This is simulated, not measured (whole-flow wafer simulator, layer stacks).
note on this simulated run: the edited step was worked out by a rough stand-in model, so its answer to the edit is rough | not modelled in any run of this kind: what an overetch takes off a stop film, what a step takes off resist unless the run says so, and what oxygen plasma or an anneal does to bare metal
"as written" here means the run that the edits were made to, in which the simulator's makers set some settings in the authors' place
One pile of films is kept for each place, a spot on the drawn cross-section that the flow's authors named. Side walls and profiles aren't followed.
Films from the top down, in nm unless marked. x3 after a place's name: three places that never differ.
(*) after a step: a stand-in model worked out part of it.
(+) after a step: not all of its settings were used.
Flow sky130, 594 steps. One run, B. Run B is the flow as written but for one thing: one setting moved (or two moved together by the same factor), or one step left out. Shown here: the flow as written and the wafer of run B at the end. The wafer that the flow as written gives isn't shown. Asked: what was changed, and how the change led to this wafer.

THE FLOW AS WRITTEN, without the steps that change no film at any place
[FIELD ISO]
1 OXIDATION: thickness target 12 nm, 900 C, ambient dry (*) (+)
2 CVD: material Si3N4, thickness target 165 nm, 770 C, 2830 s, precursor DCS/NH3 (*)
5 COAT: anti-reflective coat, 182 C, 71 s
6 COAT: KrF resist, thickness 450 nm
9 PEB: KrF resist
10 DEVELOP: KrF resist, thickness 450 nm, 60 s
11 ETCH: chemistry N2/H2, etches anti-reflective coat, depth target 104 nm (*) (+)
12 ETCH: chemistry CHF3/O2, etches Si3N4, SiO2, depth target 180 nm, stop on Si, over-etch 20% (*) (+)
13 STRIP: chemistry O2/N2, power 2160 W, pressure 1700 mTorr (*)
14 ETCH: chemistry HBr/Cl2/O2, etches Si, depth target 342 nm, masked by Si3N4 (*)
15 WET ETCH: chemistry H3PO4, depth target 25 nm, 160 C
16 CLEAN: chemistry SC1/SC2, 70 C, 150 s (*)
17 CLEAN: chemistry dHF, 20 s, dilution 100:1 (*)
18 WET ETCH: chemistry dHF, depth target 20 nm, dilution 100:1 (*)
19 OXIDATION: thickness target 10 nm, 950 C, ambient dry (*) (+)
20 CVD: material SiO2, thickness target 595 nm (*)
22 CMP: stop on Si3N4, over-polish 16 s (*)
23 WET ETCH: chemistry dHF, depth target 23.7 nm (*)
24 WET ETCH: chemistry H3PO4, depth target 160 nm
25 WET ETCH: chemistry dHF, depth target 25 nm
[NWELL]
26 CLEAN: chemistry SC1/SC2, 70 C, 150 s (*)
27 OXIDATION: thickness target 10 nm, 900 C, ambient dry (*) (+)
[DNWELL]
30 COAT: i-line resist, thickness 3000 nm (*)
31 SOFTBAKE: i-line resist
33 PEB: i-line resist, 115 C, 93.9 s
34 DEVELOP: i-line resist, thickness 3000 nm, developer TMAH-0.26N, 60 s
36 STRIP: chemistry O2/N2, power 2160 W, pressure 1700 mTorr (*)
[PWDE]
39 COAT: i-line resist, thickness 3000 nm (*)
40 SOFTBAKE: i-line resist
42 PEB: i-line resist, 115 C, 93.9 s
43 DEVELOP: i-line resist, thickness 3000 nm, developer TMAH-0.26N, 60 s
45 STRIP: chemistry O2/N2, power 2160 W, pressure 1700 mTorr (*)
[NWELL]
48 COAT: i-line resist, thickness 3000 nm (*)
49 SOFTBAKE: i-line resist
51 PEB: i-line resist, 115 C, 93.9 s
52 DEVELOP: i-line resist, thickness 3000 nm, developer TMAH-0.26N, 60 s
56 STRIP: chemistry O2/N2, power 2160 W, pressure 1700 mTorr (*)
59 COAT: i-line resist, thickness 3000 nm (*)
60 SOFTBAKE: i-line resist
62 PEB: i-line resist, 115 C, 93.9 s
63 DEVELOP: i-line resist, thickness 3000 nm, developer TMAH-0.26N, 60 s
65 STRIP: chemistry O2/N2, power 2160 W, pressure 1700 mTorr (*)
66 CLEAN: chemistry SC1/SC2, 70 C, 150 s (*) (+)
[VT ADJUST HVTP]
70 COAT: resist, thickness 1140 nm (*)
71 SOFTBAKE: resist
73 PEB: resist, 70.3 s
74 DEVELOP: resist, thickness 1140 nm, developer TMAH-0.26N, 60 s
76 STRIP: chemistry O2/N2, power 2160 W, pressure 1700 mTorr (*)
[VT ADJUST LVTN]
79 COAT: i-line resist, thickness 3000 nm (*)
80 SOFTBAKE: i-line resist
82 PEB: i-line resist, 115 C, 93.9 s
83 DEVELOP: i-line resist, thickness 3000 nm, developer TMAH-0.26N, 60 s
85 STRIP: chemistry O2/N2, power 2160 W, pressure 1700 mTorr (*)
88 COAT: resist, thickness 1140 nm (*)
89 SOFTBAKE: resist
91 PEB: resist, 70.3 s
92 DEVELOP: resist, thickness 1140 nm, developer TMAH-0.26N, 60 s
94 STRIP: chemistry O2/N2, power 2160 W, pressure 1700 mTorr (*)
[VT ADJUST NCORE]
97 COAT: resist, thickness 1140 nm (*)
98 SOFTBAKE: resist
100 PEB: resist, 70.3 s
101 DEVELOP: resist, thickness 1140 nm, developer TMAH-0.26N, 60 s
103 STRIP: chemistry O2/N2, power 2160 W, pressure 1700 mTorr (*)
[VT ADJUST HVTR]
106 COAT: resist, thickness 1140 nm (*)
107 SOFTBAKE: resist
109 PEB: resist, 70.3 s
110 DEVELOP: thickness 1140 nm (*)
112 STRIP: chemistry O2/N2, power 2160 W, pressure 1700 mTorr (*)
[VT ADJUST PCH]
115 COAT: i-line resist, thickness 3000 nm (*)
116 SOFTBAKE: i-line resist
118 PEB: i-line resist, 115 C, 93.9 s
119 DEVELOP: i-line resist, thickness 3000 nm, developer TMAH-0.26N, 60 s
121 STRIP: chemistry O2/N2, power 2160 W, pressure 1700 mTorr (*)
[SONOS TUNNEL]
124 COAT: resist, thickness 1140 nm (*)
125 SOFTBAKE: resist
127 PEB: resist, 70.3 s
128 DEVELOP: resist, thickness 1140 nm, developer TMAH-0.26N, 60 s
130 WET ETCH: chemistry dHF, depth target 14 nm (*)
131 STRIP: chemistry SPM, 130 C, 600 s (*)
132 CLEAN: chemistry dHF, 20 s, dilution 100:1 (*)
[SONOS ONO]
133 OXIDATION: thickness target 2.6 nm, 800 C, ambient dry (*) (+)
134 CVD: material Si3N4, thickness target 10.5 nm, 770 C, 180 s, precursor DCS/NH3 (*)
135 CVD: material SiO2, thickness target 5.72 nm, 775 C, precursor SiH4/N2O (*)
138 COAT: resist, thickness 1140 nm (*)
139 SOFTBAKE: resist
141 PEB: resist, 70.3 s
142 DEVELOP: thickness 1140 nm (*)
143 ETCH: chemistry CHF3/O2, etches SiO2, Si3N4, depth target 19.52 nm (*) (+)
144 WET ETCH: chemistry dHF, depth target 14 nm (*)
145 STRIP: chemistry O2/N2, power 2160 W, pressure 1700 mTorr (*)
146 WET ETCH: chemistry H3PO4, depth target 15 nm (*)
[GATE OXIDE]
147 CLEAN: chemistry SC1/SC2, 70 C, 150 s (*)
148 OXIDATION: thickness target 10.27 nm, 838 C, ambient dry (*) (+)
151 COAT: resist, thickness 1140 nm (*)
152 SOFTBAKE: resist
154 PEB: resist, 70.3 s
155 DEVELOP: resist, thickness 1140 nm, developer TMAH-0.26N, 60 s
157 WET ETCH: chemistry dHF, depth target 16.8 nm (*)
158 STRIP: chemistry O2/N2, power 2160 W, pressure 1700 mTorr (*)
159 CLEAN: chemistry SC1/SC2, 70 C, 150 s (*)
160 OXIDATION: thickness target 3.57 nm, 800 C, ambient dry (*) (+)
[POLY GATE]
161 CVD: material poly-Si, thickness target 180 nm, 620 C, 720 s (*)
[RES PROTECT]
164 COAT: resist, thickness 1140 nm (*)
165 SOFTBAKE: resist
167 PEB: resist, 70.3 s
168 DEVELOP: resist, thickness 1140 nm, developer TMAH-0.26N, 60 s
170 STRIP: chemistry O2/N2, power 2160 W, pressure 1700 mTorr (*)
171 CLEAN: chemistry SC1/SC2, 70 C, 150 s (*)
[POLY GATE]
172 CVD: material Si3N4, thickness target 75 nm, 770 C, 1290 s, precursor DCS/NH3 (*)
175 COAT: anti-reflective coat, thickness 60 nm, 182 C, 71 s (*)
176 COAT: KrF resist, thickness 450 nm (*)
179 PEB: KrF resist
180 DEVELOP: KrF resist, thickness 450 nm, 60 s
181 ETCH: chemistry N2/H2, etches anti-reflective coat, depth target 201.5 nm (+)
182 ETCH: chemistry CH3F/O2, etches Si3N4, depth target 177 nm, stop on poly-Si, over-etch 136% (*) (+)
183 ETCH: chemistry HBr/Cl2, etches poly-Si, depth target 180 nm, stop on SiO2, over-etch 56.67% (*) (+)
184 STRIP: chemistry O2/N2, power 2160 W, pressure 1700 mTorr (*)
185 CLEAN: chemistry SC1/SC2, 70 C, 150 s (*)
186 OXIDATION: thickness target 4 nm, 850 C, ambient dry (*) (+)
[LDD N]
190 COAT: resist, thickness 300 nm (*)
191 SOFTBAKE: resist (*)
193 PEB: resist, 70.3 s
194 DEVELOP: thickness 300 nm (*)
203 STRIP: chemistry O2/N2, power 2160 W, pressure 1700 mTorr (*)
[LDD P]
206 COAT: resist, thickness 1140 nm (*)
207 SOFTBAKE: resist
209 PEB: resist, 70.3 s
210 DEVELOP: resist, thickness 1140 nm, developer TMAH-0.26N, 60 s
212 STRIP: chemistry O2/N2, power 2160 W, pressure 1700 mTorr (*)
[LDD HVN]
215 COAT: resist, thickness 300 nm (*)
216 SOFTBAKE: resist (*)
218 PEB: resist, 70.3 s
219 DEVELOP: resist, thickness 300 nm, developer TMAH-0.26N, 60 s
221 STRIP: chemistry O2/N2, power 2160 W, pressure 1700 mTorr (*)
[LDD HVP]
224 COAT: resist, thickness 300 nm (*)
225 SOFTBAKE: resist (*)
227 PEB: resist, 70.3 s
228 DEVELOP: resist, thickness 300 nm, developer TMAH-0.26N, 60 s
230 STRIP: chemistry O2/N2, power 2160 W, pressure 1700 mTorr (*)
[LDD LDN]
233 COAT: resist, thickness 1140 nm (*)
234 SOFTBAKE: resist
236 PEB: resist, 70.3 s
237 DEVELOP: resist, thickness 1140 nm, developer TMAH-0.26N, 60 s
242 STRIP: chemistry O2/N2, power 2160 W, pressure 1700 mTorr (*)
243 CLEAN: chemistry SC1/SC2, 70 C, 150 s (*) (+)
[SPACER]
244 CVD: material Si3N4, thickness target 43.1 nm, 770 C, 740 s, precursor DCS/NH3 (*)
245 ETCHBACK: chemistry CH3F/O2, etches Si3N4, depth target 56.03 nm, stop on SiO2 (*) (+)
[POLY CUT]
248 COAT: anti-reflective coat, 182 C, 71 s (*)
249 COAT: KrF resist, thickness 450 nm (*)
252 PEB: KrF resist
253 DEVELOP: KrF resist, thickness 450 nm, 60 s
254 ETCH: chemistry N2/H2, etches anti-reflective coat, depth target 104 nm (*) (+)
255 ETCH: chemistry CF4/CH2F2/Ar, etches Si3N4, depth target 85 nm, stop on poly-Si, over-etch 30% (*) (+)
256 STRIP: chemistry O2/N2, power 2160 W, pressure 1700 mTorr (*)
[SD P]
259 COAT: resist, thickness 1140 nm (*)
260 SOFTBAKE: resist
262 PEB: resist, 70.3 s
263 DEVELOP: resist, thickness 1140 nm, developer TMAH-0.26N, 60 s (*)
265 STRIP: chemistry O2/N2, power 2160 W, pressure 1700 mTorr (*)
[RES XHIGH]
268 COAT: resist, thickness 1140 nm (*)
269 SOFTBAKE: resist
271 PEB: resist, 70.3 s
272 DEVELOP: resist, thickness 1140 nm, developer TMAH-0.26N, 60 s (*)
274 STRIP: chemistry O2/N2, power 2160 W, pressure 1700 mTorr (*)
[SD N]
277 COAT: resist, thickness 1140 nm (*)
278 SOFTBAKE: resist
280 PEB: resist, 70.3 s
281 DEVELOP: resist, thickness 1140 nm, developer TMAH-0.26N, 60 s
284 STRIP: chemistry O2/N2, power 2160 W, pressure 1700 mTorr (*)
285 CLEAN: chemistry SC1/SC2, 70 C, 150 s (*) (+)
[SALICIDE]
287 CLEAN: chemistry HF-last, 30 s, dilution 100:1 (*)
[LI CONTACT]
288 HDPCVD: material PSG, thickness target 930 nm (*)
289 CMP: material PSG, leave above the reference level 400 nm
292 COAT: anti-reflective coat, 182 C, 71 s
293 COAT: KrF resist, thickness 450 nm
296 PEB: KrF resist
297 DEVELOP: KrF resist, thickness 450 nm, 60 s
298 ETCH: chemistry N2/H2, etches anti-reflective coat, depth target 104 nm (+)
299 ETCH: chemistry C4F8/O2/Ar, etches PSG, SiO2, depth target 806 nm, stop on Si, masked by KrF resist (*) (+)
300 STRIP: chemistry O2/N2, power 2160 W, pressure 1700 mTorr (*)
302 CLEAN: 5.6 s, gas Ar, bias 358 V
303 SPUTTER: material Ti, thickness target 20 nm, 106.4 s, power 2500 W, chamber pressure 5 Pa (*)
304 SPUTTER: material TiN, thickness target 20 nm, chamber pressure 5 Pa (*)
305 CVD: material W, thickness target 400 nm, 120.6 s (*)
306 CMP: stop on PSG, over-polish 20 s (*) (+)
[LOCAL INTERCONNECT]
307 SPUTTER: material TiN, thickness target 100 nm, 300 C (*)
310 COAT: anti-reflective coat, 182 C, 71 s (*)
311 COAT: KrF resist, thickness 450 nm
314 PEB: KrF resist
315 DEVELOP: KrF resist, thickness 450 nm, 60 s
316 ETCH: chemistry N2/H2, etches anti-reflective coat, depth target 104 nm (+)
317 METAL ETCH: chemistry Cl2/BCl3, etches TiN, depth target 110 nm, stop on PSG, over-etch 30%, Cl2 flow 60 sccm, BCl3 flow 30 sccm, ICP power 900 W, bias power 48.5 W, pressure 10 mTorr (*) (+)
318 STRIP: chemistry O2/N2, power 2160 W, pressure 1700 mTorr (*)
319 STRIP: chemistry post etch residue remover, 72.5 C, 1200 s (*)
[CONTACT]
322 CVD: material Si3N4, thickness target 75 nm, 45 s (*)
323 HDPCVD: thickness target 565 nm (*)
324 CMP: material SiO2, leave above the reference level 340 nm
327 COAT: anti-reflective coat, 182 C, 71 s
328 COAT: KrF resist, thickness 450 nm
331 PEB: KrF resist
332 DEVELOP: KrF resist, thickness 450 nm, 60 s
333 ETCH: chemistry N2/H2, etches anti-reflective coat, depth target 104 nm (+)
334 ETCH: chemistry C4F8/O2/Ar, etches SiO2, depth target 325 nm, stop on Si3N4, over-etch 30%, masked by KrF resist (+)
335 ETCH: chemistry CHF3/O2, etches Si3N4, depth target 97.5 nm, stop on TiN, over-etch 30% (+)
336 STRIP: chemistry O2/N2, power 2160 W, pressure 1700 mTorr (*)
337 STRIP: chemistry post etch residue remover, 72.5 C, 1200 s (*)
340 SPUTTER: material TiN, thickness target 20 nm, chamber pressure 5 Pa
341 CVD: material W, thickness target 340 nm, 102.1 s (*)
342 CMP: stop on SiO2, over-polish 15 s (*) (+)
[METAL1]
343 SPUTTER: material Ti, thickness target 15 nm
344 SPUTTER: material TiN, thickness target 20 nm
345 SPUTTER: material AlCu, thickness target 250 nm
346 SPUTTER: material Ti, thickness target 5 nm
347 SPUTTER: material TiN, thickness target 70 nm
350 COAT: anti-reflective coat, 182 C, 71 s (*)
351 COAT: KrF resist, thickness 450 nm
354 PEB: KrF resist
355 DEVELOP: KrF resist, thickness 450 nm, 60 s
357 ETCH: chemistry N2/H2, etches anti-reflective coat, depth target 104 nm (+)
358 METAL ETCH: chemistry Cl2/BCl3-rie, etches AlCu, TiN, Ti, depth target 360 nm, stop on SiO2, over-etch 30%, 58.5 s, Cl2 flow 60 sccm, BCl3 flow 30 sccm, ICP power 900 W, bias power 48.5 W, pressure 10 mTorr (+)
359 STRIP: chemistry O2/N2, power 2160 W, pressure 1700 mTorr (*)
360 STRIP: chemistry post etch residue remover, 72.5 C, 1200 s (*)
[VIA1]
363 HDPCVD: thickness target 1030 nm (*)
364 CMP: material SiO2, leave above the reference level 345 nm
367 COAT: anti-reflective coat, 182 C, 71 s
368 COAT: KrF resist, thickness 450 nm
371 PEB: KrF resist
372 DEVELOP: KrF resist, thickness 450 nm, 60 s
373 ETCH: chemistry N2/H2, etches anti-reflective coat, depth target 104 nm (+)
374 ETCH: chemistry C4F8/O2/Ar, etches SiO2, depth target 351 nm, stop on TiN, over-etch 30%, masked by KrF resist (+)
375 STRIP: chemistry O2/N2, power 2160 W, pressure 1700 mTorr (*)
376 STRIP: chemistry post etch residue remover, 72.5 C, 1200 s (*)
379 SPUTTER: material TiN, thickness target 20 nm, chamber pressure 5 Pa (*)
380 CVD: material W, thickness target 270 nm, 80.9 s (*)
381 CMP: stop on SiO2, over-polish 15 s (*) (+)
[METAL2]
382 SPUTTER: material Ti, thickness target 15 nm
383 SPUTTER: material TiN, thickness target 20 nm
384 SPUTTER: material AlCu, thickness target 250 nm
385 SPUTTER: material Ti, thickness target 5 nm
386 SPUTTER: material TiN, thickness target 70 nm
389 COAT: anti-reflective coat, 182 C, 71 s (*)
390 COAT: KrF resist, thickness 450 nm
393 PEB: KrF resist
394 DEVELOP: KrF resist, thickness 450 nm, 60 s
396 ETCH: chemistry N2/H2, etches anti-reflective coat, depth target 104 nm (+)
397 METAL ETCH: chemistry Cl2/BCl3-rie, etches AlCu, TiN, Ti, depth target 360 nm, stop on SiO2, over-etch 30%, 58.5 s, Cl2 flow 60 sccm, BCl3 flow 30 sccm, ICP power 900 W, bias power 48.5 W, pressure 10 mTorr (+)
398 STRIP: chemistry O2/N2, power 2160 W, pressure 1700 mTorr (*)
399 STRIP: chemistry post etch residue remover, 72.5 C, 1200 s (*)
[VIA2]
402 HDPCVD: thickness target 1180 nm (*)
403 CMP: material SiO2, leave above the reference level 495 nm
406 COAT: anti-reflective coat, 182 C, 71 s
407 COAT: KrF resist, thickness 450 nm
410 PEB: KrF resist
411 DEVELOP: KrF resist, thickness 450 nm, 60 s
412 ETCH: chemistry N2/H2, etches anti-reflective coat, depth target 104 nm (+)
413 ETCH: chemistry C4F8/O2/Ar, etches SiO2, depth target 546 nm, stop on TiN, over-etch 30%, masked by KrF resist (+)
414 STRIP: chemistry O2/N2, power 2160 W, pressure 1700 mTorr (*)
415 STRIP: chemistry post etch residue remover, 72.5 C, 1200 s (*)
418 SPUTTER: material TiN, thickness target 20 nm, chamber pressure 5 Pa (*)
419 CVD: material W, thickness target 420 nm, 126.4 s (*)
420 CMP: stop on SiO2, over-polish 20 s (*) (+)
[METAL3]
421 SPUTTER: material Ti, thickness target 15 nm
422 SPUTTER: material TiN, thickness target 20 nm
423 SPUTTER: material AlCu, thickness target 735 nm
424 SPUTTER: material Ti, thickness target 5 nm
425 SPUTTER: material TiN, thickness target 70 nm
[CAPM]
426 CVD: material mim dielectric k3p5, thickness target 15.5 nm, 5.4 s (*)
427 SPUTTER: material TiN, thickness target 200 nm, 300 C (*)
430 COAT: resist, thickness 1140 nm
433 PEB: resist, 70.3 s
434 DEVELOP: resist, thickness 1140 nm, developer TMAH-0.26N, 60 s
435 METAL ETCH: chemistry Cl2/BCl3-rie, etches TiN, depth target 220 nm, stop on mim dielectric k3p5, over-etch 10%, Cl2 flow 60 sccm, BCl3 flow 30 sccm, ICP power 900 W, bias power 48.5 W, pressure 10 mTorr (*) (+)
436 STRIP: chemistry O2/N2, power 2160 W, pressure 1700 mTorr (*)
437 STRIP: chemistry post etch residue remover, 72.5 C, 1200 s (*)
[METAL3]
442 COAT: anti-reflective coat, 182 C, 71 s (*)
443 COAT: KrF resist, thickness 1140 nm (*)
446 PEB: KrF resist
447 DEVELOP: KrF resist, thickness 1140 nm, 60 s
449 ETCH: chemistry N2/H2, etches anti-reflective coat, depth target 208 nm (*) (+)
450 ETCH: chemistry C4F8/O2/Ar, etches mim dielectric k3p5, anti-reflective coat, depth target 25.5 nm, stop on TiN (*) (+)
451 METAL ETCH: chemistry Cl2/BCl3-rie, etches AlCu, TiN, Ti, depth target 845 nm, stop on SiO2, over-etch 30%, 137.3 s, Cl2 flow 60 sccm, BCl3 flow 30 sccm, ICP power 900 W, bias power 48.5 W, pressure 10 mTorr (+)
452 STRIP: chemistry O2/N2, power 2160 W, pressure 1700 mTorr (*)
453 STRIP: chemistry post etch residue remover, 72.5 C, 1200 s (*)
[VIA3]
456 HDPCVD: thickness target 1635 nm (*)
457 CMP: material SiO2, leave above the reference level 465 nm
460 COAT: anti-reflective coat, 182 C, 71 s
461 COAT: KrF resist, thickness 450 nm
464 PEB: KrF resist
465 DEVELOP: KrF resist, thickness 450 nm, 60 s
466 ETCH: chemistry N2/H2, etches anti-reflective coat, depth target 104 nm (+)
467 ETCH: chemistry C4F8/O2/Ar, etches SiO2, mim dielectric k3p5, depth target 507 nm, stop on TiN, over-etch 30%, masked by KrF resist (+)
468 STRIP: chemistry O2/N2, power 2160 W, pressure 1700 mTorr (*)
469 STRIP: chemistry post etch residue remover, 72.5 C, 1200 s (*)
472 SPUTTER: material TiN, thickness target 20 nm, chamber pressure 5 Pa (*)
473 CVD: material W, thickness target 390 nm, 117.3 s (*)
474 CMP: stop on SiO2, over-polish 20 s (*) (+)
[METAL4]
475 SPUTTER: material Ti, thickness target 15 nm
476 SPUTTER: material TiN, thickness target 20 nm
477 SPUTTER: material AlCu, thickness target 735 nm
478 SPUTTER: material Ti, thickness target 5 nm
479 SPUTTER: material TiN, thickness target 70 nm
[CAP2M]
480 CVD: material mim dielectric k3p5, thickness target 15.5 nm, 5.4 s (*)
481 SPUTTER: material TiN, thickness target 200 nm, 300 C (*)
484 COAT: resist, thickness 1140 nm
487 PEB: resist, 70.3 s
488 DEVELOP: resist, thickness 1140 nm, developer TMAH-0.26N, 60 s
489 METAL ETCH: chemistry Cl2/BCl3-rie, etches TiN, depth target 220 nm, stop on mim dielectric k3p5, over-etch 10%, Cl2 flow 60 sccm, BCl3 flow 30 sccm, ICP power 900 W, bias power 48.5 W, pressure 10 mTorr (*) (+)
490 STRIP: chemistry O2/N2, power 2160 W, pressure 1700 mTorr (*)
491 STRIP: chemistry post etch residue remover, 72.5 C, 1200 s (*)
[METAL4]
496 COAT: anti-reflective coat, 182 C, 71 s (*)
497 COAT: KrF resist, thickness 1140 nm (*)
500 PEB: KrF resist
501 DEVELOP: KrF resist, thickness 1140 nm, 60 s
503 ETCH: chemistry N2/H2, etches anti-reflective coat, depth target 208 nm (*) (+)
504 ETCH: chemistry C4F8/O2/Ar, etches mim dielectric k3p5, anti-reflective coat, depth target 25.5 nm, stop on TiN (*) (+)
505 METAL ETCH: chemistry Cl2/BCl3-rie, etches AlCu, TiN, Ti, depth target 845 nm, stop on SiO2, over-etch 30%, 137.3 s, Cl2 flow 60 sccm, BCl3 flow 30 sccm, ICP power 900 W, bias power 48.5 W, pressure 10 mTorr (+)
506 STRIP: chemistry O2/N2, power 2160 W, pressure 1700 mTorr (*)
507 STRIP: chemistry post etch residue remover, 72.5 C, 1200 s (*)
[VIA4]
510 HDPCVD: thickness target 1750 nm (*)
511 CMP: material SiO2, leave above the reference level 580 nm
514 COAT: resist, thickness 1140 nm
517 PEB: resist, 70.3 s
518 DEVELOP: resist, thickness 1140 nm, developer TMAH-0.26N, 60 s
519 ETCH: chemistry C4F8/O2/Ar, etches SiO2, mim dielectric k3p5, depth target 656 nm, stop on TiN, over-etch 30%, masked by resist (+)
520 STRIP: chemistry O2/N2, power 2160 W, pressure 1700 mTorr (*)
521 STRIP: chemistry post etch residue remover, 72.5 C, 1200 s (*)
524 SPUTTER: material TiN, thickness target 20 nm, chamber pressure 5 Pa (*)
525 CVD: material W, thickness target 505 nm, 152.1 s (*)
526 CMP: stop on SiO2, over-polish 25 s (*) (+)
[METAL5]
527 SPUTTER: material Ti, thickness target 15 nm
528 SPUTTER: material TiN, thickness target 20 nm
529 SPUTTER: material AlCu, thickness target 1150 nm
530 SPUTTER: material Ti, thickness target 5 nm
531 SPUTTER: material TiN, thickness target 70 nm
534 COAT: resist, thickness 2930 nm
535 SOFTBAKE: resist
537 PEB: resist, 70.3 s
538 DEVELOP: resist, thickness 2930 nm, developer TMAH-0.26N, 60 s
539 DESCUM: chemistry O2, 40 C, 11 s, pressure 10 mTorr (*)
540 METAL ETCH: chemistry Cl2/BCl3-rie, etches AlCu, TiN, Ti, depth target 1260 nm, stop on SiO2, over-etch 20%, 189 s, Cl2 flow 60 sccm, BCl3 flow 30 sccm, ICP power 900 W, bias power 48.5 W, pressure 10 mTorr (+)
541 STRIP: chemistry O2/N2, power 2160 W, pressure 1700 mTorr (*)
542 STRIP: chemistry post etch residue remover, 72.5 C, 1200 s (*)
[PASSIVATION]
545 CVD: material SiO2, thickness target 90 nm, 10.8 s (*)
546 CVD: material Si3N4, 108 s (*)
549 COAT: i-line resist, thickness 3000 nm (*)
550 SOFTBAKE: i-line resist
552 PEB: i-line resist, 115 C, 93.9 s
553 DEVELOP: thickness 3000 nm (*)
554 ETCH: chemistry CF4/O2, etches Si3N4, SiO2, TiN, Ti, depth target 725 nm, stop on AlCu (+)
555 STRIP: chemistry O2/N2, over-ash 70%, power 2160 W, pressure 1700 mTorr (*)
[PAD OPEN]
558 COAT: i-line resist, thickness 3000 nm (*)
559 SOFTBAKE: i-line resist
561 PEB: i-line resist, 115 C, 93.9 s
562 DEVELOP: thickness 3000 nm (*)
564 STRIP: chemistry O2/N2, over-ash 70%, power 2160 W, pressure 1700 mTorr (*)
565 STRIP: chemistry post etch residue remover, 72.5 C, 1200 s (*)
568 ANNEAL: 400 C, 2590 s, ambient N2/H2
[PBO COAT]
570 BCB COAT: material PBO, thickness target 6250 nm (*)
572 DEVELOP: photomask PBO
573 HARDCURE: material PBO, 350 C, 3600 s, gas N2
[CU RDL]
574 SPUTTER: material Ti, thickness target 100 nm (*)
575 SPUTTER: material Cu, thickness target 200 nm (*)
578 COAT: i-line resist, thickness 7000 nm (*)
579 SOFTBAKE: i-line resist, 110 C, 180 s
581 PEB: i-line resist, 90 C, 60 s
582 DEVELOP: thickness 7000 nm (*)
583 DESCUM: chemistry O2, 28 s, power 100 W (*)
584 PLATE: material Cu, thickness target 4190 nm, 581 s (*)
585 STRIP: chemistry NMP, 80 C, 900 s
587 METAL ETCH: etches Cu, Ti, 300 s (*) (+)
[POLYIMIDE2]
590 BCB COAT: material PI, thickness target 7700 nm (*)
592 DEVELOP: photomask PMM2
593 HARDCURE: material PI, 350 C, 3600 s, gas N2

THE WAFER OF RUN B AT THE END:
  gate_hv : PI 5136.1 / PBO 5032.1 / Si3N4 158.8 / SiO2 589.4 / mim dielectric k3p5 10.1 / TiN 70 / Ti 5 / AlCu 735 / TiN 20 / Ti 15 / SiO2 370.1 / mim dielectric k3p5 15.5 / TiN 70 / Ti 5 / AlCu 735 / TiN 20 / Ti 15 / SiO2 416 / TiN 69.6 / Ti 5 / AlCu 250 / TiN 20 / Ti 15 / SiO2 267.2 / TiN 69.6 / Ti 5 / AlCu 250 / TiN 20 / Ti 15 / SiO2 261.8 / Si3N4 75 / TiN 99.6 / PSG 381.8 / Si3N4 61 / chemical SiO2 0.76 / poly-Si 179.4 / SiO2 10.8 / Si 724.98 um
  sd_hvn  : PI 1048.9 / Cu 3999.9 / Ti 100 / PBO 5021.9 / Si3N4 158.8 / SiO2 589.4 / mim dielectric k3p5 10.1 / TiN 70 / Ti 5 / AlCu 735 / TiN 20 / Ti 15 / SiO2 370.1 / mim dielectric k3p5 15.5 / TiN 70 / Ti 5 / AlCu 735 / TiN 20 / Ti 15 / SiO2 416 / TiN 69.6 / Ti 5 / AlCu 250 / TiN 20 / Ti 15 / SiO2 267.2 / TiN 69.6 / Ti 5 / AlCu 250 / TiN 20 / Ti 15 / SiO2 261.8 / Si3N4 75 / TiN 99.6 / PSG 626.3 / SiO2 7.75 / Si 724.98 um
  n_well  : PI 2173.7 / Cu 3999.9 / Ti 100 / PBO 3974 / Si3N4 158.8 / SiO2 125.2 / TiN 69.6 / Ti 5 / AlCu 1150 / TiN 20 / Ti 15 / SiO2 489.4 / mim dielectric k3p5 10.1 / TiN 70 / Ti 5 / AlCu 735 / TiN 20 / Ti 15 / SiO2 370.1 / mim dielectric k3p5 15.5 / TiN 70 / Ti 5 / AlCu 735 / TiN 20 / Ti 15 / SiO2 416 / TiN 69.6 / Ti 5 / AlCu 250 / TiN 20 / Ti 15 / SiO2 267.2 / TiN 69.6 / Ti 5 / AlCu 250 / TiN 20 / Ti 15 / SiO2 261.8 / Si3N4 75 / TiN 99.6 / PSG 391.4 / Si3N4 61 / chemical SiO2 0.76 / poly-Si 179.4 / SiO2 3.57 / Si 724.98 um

The cause: step 480, CVD: thickness target 10.1 nm was run, where the flow has thickness target 15.5 nm; step 480, CVD: 3.51 s was run, where the flow has 5.4 s.
It can be read off the wafer: gate_hv has mim dielectric k3p5 10.1, and step 480 as written asks for 15.5 nm.

How the change led to this, step by step:
  480 CVD: material mim dielectric k3p5, thickness target 15.5 nm, 5.4 s (*)
      field, active, n_well and 189 more: mim dielectric k3p5 +10.1 (new film) (as written it would be: mim dielectric k3p5 +15.5 (new film))
  504 ETCH: chemistry C4F8/O2/Ar, etches mim dielectric k3p5, anti-reflective coat, depth target 25.5 nm, stop on TiN (*) (+)
      n_well, p_well, gate_hv and 102 more: KrF resist -10.1 (as written it would be: KrF resist -15.5)
      field, active, gate and 85 more: mim dielectric k3p5 -10.1 (all of it) (as written it would be: mim dielectric k3p5 -15.5 (all of it))
  519 ETCH: chemistry C4F8/O2/Ar, etches SiO2, mim dielectric k3p5, depth target 656 nm, stop on TiN, over-etch 30%, masked by resist (+)
      m1: SiO2 -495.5 (all of it), mim dielectric k3p5 -10.1 (all of it) (as written it would be: SiO2 -490.1 (all of it), mim dielectric k3p5 -15.5 (all of it))
      via4_hole: SiO2 -494.9 (all of it), mim dielectric k3p5 -10.1 (all of it) (as written it would be: SiO2 -489.5 (all of it), mim dielectric k3p5 -15.5 (all of it))
